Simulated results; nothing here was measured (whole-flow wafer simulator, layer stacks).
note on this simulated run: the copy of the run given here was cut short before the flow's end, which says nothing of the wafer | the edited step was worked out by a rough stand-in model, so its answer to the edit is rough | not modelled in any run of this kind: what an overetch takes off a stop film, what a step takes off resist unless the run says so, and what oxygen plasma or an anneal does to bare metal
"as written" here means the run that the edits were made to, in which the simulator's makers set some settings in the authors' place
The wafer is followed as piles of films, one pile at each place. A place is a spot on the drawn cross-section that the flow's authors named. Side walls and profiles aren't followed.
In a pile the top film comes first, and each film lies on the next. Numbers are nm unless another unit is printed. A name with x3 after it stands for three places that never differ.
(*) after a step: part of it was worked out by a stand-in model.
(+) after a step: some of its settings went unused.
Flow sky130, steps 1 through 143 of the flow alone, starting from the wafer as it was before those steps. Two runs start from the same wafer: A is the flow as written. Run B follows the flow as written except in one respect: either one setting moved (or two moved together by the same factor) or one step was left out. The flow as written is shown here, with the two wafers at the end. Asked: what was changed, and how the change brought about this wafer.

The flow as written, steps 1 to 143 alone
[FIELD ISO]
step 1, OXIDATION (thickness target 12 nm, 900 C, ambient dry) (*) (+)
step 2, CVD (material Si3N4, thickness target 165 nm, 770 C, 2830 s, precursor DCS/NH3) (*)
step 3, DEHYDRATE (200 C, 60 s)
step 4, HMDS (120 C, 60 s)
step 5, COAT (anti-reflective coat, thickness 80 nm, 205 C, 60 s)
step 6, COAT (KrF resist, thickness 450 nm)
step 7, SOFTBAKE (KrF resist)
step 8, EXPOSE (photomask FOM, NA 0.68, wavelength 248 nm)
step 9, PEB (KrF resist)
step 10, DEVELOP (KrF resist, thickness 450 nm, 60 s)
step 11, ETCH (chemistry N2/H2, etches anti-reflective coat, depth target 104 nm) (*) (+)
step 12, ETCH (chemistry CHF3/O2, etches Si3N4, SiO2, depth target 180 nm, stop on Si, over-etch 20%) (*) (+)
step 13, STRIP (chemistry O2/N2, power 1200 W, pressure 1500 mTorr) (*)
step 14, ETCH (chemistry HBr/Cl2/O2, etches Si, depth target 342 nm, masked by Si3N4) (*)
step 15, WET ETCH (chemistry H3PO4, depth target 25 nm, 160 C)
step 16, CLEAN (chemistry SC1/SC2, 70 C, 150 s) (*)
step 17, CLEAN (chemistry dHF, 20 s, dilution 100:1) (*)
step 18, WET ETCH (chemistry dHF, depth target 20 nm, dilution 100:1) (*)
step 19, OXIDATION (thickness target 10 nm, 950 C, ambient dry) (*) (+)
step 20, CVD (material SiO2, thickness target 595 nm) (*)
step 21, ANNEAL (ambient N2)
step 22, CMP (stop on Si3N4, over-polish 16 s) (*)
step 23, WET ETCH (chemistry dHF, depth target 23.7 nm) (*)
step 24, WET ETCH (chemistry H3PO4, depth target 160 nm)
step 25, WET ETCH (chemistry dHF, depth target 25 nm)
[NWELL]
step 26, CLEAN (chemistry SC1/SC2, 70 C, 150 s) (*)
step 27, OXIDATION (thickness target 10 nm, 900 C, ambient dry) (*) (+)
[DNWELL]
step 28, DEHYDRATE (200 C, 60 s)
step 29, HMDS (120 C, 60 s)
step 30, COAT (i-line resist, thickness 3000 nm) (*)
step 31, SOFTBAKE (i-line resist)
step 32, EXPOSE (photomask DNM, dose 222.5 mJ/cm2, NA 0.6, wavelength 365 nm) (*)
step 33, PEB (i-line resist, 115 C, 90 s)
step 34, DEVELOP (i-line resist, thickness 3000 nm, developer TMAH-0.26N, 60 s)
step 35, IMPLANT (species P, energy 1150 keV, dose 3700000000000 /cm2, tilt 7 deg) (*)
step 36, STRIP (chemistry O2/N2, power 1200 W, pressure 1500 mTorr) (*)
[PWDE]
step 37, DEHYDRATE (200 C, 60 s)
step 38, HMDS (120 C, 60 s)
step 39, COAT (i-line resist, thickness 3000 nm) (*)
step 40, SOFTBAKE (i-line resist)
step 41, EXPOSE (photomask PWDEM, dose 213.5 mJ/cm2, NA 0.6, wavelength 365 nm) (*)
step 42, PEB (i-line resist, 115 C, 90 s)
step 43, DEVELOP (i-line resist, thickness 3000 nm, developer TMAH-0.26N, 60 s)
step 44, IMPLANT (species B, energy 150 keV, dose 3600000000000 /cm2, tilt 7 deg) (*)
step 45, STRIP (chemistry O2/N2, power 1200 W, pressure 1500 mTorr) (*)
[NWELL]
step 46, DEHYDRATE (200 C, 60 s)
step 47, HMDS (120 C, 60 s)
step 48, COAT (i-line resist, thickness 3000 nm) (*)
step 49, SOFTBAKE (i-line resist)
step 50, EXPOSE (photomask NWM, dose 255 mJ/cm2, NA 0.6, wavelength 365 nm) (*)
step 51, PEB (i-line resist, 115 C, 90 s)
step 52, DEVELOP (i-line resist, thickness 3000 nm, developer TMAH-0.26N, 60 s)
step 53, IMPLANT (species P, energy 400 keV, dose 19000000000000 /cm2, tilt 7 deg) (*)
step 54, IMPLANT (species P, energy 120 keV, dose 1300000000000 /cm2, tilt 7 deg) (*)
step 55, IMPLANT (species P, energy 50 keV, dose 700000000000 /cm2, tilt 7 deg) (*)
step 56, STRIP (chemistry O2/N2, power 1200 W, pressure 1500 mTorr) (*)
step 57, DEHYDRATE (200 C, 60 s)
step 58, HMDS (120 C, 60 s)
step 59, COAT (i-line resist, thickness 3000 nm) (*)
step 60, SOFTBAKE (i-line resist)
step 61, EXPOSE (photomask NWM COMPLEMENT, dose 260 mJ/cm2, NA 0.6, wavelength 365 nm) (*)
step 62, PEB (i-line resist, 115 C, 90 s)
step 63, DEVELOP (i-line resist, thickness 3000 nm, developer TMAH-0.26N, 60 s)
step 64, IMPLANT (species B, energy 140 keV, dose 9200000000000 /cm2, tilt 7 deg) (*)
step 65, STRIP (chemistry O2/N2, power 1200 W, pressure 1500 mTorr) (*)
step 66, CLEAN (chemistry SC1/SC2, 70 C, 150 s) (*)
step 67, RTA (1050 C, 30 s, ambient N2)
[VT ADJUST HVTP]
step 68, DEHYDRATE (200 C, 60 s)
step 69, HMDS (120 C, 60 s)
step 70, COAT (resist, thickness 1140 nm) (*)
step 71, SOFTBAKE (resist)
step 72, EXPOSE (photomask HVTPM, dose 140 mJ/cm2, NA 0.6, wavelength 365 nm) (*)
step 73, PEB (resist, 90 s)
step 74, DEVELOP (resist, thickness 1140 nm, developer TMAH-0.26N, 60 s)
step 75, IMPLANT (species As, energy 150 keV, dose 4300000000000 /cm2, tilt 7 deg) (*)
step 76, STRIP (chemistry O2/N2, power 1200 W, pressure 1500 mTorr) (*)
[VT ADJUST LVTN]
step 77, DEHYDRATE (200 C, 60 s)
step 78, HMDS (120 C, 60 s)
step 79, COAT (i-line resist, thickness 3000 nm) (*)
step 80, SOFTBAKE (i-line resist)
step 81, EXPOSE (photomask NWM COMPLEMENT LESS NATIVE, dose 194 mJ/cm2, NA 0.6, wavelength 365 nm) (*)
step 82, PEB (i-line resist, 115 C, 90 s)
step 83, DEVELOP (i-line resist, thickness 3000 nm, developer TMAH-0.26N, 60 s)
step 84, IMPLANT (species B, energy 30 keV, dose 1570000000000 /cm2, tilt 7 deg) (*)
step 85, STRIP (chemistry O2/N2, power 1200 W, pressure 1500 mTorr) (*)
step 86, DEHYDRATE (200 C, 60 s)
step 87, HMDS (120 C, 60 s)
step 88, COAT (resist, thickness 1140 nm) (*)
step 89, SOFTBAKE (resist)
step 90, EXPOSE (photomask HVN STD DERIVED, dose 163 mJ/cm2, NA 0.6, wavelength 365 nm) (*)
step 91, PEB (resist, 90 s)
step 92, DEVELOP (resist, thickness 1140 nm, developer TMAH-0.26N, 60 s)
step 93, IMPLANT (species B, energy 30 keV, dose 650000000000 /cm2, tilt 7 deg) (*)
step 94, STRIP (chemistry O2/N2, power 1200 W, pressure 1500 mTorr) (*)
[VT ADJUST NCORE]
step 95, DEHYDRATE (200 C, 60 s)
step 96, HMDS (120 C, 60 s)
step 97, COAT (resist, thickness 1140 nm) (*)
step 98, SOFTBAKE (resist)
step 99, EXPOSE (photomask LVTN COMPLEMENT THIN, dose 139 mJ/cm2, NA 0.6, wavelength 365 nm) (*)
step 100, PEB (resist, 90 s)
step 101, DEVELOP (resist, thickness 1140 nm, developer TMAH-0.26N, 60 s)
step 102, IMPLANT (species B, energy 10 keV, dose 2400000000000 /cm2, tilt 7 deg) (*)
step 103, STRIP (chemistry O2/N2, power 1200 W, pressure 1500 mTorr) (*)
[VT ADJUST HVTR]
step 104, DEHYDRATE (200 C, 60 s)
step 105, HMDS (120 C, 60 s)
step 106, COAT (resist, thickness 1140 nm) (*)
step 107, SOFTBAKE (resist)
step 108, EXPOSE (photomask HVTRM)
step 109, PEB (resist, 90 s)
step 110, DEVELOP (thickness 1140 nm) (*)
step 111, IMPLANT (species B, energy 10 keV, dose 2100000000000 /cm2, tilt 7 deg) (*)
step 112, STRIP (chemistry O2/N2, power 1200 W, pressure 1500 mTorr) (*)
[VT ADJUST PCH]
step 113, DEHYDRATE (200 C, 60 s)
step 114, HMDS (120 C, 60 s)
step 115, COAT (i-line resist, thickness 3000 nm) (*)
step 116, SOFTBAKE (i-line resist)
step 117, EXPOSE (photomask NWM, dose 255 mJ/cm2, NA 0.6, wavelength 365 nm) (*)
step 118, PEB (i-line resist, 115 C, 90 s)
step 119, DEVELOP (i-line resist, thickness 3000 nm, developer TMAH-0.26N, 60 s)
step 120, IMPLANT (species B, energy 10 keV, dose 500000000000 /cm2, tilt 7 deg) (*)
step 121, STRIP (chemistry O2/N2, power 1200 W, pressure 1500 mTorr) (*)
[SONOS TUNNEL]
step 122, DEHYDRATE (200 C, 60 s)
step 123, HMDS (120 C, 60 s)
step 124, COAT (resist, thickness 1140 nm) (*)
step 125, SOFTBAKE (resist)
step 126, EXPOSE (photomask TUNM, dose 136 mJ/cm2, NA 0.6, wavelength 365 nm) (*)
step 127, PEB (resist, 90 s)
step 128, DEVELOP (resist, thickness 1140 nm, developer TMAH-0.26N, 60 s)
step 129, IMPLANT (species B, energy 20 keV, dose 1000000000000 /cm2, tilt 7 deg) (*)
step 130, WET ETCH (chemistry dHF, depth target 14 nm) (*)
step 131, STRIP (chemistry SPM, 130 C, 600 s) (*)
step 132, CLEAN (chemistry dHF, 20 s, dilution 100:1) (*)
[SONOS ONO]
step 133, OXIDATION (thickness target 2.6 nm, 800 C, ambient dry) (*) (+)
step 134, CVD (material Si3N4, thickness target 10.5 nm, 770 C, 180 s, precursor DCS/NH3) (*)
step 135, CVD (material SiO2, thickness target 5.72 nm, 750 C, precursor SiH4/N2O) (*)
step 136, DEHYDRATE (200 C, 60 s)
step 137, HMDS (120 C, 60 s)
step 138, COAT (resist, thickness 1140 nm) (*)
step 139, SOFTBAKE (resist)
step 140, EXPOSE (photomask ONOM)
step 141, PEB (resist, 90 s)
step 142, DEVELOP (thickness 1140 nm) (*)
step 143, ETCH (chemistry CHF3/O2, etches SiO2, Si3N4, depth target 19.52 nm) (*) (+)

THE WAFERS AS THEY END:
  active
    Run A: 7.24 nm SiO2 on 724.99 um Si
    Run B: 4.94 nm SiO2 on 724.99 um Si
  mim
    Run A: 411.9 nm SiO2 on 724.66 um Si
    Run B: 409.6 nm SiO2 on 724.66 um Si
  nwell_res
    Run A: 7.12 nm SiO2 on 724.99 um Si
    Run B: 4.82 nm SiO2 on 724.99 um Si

Cause: step 143, ETCH: depth target 21.82 nm was run, while the flow as written has depth target 19.52 nm.

Step by step, how the change led to this:
  step 143, ETCH (chemistry CHF3/O2, etches SiO2, Si3N4, depth target 19.52 nm) (*) (+)
      field, active, p_well x5 and 179 more: A SiO2 loses 5.72 (all of it), Si3N4 loses 10.5 (all of it), SiO2 loses 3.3 | B SiO2 loses 5.72 (all of it), Si3N4 loses 10.5 (all of it), SiO2 loses 5.6
      sonos_cell, sonos_cell_x: A resist loses 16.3 | B resist loses 18.2
